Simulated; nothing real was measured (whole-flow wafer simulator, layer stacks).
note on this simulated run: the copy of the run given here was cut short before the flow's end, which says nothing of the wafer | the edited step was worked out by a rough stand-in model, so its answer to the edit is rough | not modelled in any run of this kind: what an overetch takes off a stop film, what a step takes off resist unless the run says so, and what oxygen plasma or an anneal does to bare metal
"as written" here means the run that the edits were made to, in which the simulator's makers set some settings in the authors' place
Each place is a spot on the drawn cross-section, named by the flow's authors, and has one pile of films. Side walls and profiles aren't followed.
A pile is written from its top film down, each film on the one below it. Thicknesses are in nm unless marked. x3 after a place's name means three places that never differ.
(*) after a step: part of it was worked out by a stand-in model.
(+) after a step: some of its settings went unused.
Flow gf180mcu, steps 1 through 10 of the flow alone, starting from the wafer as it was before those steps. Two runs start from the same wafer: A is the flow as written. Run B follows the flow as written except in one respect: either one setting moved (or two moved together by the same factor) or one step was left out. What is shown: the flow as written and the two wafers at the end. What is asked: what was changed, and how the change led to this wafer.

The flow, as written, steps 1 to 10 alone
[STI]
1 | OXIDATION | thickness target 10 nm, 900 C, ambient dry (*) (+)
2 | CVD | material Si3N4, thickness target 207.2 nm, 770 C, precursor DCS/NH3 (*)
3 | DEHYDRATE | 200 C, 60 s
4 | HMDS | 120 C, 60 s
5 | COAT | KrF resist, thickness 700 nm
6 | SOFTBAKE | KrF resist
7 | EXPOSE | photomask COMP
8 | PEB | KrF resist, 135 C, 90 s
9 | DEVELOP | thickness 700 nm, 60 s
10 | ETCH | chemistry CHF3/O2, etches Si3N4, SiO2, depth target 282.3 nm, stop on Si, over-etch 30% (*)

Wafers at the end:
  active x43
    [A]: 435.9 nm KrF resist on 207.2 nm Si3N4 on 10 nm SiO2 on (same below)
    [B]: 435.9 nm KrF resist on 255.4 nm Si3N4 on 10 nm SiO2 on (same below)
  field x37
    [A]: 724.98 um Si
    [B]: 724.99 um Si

Cause: step 2, CVD: thickness target 255.4 nm was run, though the flow has thickness target 207.2 nm.
One can read it off the wafer: active x43 has Si3N4 255.4, and step 2 as written asks for 207.2 nm.

The path from the change to this, step by step:
  2 | CVD | material Si3N4, thickness target 207.2 nm, 770 C, precursor DCS/NH3 (*)
      field x37, active x43: A +207.2 Si3N4 (new film) | B +255.4 Si3N4 (new film)
  10 | ETCH | chemistry CHF3/O2, etches Si3N4, SiO2, depth target 282.3 nm, stop on Si, over-etch 30% (*)
      field x37: A -207.2 Si3N4 (all of it), -10 SiO2 (all of it), -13 Si | B -255.4 Si3N4 (all of it), -10 SiO2 (all of it), -3.38 Si
